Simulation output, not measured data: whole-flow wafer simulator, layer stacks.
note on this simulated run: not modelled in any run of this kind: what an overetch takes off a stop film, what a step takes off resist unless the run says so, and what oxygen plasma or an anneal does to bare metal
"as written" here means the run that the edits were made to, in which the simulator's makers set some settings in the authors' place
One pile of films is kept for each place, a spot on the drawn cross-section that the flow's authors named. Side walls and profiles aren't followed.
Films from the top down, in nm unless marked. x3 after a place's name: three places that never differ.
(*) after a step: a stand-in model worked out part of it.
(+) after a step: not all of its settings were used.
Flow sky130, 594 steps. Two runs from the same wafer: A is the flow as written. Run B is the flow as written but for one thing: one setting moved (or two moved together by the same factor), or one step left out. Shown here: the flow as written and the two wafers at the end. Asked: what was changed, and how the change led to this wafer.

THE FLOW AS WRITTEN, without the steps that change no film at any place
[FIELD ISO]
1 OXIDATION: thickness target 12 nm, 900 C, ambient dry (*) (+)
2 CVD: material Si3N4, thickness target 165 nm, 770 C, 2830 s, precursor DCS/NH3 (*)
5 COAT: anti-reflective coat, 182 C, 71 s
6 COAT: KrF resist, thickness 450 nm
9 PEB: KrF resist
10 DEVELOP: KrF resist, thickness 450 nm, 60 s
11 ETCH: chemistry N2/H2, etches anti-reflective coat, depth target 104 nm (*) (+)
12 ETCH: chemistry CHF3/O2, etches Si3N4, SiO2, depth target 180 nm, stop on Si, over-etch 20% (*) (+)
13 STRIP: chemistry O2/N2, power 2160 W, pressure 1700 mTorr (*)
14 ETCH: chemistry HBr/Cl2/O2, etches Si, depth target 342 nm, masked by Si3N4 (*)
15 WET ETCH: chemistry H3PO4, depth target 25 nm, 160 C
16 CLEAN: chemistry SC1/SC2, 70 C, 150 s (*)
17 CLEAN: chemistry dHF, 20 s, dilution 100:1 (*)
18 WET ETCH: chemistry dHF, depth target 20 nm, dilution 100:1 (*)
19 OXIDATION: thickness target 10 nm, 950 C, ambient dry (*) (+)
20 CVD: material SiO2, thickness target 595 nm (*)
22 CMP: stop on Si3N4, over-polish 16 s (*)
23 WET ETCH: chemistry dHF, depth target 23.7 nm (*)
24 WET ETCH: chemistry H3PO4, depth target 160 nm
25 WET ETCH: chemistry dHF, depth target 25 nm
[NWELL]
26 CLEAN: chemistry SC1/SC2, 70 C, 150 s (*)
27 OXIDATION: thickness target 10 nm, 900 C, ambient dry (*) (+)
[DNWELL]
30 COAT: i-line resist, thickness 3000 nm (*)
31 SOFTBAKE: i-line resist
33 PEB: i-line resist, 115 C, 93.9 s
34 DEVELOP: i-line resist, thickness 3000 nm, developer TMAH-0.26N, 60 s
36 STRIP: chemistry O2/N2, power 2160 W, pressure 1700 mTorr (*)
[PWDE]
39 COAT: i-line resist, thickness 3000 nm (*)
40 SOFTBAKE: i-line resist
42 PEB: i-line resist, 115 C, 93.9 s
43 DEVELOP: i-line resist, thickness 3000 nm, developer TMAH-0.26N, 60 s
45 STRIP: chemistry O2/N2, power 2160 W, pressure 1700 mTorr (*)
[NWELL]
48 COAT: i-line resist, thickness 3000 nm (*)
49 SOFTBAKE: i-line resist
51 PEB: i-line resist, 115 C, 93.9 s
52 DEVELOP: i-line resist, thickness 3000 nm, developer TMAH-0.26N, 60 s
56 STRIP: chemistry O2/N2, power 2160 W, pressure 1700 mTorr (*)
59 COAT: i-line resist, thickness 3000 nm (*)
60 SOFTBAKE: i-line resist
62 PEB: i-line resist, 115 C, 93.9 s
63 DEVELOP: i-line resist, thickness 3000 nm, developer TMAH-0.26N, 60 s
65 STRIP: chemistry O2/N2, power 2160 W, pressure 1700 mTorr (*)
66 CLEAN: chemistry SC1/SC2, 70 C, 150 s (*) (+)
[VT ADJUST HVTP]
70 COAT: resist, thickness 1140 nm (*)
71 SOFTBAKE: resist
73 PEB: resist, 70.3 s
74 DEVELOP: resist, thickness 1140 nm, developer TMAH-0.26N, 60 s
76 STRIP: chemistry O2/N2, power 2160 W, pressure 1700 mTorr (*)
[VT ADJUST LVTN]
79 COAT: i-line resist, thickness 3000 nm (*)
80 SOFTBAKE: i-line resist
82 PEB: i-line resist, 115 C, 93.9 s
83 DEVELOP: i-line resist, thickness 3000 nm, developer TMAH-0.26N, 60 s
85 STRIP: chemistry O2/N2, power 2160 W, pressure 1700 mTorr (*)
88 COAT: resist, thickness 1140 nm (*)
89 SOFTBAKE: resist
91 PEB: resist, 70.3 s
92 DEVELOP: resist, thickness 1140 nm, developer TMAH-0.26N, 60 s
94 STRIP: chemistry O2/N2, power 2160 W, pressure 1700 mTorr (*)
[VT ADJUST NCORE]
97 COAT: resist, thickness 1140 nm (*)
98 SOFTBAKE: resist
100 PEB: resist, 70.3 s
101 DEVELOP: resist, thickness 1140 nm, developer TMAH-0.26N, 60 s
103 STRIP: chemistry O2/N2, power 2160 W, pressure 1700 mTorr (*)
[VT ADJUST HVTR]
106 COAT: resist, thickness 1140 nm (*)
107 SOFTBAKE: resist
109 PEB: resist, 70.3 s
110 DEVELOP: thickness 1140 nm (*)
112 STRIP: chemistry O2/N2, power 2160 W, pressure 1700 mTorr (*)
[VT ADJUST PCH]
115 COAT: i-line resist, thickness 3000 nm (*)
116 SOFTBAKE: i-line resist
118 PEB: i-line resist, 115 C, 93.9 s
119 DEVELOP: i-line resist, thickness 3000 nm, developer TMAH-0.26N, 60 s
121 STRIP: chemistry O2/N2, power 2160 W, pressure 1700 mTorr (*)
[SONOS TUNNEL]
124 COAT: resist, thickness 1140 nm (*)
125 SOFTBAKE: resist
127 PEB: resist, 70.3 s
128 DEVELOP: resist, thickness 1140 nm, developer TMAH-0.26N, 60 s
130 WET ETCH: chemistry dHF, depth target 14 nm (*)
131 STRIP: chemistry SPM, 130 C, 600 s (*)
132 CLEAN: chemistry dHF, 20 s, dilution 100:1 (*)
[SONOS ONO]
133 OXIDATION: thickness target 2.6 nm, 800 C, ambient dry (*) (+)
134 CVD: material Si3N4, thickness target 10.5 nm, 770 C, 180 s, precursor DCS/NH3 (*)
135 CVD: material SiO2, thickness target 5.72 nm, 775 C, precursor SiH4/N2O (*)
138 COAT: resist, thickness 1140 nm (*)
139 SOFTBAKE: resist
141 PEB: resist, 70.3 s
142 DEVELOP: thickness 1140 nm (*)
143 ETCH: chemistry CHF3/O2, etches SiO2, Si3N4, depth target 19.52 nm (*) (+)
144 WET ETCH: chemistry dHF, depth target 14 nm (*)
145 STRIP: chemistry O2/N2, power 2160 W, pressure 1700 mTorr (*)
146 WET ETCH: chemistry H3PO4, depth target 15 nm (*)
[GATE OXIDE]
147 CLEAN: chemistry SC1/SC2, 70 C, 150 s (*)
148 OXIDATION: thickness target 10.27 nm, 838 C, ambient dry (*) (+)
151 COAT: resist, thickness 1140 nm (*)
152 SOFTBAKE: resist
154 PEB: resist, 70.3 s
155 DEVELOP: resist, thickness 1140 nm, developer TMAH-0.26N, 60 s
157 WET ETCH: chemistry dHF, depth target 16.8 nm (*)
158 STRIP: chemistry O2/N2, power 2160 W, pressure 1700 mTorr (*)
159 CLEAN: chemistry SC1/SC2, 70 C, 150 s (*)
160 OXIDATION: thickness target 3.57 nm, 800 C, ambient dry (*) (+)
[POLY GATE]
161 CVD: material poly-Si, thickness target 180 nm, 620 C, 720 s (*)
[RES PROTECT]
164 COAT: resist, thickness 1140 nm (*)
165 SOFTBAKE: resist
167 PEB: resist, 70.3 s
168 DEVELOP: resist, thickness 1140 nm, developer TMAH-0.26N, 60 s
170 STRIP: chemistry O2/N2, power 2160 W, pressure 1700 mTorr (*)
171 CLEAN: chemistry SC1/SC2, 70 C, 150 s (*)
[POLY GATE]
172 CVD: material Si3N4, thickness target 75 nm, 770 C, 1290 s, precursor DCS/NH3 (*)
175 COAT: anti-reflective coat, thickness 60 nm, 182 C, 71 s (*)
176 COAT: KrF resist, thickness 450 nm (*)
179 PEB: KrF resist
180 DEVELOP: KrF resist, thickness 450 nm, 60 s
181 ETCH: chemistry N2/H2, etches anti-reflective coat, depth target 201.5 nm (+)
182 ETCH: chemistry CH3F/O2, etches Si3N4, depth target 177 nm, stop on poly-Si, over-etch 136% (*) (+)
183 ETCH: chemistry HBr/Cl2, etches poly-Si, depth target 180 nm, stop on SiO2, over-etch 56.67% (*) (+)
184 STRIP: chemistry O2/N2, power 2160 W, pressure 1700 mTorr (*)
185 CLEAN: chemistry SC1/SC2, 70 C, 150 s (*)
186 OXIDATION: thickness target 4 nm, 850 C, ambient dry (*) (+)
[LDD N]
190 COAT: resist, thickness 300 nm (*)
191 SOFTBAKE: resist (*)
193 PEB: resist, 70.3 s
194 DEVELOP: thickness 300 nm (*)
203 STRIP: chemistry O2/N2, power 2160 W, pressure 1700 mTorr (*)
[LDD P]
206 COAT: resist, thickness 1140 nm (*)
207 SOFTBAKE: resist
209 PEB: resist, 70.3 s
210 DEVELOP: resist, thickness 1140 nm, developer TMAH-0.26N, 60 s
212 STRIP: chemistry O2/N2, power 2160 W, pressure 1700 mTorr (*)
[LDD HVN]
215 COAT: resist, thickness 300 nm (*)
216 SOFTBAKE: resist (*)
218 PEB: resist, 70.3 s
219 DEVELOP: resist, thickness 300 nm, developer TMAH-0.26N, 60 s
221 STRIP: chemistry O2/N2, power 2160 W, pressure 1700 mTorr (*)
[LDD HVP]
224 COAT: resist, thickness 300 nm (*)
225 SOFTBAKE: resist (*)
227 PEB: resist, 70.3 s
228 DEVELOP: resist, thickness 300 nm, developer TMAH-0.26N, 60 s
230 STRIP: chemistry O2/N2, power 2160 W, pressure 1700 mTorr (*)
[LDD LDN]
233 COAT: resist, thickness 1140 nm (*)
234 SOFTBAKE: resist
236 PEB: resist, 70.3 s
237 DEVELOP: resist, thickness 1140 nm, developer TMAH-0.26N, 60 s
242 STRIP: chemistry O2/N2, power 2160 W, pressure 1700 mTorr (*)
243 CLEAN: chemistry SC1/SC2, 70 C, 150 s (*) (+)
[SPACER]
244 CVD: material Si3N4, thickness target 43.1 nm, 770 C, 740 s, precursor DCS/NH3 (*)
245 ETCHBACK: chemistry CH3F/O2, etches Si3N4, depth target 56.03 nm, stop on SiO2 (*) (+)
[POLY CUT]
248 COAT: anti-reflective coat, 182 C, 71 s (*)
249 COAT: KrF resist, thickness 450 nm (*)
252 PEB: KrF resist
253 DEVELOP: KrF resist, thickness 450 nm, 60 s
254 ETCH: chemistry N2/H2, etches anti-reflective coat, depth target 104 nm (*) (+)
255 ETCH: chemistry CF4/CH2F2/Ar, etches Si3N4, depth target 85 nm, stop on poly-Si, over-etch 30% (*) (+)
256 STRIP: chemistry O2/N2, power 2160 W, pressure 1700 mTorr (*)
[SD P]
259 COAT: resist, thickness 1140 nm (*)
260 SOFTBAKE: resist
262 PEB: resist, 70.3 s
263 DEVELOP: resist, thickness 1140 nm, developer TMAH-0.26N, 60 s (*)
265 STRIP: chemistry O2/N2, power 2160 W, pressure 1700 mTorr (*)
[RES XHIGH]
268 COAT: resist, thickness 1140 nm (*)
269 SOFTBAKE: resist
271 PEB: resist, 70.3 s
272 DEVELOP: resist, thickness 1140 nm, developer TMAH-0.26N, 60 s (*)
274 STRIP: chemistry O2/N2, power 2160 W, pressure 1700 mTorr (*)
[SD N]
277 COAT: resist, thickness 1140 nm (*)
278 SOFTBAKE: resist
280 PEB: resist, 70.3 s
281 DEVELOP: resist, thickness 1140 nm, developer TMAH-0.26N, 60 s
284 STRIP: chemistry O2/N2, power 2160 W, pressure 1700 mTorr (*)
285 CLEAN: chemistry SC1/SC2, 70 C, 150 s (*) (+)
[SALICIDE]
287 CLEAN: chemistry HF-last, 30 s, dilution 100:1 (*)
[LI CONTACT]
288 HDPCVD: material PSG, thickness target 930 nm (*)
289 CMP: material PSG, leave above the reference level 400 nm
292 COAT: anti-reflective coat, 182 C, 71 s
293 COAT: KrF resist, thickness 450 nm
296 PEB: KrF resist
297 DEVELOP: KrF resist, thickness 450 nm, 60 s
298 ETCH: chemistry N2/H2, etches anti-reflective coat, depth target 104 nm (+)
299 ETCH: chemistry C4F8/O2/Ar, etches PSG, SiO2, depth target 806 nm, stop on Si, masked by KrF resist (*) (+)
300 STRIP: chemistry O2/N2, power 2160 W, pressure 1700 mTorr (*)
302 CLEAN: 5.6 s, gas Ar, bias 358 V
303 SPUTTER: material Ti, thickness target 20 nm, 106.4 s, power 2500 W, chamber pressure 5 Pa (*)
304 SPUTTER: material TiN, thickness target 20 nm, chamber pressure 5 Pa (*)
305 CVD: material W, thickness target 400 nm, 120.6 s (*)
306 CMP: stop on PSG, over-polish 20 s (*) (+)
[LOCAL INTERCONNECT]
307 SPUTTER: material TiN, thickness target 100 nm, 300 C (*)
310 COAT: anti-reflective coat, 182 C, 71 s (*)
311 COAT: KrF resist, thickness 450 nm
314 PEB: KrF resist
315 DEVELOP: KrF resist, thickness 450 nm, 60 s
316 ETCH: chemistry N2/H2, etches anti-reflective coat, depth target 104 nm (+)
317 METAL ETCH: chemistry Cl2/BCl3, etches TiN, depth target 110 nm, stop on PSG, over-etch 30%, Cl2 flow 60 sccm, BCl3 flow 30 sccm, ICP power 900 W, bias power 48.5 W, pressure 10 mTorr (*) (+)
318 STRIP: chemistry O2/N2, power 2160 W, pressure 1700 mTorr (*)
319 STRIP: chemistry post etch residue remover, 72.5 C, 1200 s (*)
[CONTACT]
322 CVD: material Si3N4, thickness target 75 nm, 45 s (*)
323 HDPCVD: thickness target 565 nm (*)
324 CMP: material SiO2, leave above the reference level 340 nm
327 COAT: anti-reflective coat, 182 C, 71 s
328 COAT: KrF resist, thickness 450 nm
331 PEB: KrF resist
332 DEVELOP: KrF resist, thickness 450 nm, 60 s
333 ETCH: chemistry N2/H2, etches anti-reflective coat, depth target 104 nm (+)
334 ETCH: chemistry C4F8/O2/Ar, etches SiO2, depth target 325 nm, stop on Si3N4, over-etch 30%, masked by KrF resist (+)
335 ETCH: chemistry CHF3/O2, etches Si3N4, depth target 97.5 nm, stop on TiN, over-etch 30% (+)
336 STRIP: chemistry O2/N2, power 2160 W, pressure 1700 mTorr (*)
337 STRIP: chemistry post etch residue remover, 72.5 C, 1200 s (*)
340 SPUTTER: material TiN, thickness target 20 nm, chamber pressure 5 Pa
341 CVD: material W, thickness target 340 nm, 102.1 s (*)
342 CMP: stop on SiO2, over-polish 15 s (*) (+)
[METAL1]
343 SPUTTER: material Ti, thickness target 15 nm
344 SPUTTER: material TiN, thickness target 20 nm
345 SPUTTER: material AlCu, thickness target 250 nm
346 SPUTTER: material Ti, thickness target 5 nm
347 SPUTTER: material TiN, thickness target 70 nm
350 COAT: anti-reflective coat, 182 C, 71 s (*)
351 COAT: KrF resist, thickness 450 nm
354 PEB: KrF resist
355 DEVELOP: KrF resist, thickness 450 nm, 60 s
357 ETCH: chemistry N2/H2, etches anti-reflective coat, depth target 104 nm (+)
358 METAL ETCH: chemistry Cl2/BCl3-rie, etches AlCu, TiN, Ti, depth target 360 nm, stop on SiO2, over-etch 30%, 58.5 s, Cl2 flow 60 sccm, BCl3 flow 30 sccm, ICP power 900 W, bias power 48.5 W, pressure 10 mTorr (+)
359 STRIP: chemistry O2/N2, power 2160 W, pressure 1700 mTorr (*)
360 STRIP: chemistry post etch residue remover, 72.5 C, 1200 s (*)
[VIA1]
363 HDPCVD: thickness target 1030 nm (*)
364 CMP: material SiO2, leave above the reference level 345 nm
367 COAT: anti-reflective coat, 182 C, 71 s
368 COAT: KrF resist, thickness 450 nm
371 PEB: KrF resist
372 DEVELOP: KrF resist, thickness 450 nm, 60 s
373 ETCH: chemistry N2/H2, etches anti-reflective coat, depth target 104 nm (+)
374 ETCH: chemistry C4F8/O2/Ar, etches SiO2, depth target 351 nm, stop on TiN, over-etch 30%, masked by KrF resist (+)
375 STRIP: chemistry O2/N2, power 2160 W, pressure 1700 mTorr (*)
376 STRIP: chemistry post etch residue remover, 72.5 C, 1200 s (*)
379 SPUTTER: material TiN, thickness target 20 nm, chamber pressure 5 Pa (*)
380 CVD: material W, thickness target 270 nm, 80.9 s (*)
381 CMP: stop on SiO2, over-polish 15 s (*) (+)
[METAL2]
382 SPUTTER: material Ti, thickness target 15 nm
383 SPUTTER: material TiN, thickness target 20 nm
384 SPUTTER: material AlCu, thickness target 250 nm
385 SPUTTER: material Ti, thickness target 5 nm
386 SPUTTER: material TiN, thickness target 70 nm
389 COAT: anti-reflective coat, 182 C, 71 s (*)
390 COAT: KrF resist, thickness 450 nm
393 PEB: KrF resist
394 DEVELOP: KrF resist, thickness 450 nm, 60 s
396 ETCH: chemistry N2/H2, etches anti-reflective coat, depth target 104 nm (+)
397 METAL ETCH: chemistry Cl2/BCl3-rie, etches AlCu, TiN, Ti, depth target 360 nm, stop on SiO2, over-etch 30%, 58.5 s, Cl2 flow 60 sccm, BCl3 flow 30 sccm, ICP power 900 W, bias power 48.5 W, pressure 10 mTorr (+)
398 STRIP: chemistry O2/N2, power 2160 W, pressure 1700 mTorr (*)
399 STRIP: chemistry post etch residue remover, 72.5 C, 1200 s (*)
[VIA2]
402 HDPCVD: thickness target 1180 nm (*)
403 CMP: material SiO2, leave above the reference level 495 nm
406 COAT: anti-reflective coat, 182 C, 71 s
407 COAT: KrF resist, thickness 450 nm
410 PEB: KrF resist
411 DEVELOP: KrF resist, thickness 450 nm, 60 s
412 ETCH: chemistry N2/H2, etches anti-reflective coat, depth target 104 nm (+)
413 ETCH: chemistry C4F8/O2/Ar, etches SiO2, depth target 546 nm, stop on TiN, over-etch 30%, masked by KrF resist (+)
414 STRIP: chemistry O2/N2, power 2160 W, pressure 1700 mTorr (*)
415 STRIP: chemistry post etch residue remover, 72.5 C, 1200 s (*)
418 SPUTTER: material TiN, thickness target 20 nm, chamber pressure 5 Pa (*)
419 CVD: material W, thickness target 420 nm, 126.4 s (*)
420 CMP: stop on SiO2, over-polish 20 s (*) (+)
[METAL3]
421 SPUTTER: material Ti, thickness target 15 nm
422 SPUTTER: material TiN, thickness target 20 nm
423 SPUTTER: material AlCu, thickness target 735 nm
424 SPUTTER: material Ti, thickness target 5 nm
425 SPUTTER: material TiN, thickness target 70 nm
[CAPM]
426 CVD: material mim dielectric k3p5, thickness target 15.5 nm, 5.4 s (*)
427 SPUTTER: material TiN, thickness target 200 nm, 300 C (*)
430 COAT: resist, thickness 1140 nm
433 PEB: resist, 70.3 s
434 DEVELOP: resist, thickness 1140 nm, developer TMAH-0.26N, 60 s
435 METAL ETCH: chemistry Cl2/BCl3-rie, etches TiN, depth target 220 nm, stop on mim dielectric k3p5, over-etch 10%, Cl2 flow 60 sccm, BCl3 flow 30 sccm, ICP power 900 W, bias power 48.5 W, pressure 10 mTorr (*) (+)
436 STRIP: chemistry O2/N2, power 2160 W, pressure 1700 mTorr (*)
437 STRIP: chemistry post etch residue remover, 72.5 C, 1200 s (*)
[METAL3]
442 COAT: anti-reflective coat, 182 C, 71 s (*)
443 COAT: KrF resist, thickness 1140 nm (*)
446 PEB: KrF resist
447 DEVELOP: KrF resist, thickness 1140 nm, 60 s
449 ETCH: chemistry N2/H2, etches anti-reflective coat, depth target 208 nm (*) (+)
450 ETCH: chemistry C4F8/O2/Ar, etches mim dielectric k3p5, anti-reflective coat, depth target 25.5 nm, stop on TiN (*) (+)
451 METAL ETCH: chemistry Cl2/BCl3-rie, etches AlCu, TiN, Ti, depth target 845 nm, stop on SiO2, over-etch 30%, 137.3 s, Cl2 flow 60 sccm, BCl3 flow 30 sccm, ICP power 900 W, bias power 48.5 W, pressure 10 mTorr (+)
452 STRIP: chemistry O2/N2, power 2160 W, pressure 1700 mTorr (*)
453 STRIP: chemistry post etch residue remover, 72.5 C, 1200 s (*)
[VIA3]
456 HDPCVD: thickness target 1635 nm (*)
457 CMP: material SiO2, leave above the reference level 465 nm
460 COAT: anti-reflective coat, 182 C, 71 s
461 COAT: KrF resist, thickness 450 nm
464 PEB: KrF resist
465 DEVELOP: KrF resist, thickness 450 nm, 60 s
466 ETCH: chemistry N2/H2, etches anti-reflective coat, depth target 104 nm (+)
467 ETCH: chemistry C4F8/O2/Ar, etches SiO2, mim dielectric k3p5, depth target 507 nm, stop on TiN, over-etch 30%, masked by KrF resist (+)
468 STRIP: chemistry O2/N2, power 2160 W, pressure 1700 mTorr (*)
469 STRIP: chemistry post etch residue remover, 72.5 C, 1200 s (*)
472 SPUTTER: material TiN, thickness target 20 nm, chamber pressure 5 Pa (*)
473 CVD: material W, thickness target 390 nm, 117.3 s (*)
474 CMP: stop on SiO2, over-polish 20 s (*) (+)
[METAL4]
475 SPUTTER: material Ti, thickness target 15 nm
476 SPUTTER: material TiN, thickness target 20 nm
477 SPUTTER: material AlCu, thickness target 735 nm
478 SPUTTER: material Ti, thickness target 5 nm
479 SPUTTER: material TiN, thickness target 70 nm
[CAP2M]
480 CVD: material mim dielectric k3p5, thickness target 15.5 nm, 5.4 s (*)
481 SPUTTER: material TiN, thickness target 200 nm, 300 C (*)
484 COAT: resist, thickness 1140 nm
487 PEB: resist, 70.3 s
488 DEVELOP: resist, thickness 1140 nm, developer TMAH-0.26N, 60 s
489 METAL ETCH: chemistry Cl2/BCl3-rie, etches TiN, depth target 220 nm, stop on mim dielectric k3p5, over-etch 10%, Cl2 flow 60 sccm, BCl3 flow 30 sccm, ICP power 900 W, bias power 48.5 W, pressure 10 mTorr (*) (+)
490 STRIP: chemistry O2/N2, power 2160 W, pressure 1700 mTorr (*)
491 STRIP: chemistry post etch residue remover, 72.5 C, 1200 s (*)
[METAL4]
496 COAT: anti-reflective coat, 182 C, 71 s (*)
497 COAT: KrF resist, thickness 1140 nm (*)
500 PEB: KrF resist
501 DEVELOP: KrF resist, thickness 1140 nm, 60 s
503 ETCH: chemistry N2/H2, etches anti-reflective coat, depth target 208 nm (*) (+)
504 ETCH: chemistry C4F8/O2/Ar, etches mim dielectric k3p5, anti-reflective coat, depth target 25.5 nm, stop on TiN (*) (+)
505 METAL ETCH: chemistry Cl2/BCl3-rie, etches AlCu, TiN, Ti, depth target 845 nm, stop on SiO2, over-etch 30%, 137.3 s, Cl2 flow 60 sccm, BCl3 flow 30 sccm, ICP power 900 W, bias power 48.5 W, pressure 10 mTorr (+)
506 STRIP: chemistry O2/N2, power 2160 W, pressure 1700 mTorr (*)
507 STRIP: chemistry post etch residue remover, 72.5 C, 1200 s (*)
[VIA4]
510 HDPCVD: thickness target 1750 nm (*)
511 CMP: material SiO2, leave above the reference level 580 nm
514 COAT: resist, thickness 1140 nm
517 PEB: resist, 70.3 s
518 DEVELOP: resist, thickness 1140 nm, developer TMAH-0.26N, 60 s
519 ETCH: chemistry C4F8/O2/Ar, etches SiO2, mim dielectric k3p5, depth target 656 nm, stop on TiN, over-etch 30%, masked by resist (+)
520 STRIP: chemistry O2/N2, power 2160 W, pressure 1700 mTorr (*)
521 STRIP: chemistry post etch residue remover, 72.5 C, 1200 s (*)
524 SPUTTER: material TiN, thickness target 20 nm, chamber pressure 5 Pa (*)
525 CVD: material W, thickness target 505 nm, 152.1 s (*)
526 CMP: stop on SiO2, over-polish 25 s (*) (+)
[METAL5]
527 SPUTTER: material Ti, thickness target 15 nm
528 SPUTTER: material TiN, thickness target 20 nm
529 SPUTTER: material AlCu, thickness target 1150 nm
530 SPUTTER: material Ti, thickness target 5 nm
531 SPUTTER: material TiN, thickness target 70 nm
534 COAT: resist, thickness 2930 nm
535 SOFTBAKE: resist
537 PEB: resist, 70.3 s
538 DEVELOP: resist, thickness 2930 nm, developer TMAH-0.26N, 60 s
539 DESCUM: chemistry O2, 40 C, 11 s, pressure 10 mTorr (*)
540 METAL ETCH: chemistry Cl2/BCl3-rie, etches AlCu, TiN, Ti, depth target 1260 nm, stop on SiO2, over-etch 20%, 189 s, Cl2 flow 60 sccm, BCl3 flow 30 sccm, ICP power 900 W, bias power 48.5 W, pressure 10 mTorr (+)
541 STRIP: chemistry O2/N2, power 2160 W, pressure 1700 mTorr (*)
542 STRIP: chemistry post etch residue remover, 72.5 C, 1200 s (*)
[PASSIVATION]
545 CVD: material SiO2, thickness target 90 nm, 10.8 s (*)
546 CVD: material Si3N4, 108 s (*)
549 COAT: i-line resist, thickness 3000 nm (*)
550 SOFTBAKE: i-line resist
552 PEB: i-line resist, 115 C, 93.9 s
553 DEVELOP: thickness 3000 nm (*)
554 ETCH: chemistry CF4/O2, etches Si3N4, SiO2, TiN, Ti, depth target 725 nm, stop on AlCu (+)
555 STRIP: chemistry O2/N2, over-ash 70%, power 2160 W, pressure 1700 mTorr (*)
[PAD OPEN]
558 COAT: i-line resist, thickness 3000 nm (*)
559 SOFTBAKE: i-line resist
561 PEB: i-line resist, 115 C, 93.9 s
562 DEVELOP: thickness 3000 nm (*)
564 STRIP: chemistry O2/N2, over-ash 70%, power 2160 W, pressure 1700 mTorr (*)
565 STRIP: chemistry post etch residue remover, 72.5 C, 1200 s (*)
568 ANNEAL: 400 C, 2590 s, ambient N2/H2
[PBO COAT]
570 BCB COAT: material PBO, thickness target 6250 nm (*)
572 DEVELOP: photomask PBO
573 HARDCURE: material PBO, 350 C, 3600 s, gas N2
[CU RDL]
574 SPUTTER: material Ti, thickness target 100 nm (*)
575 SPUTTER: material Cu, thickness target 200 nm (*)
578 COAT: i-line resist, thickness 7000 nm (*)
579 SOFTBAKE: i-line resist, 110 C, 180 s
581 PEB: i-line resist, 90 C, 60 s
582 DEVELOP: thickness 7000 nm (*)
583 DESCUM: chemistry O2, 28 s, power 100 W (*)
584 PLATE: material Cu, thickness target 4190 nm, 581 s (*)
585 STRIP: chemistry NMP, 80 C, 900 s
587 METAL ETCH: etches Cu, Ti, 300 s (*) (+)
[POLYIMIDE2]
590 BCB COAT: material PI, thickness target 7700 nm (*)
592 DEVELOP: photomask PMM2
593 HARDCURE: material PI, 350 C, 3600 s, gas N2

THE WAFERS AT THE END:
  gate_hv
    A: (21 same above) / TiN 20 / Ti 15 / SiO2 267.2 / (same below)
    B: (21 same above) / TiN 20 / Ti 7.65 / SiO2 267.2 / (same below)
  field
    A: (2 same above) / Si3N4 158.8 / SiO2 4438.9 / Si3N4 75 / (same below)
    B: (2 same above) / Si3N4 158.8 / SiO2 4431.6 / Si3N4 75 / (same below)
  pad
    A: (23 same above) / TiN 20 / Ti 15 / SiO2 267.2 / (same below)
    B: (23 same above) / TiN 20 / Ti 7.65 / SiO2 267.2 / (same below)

The cause: step 382, SPUTTER: thickness target 7.65 nm was run, where the flow has thickness target 15 nm.
It can be read off the wafer: gate_hv has Ti 7.65, and step 382 as written asks for 15 nm.

How the change led to this, step by step:
  382 SPUTTER: material Ti, thickness target 15 nm
      field, active, n_well and 188 more: A Ti +15 (new film) | B Ti +7.65 (new film)
  397 METAL ETCH: chemistry Cl2/BCl3-rie, etches AlCu, TiN, Ti, depth target 360 nm, stop on SiO2, over-etch 30%, 58.5 s, Cl2 flow 60 sccm, BCl3 flow 30 sccm, ICP power 900 W, bias power 48.5 W, pressure 10 mTorr (+)
      field, active, gate and 82 more: A TiN -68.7 (all of it), Ti -5 (all of it), AlCu -250 (all of it), TiN -20 (all of it), Ti -15 (all of it), SiO2 -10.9 | B TiN -68.7 (all of it), Ti -5 (all of it), AlCu -250 (all of it), TiN -20 (all of it), Ti -7.65 (all of it), SiO2 -11.7
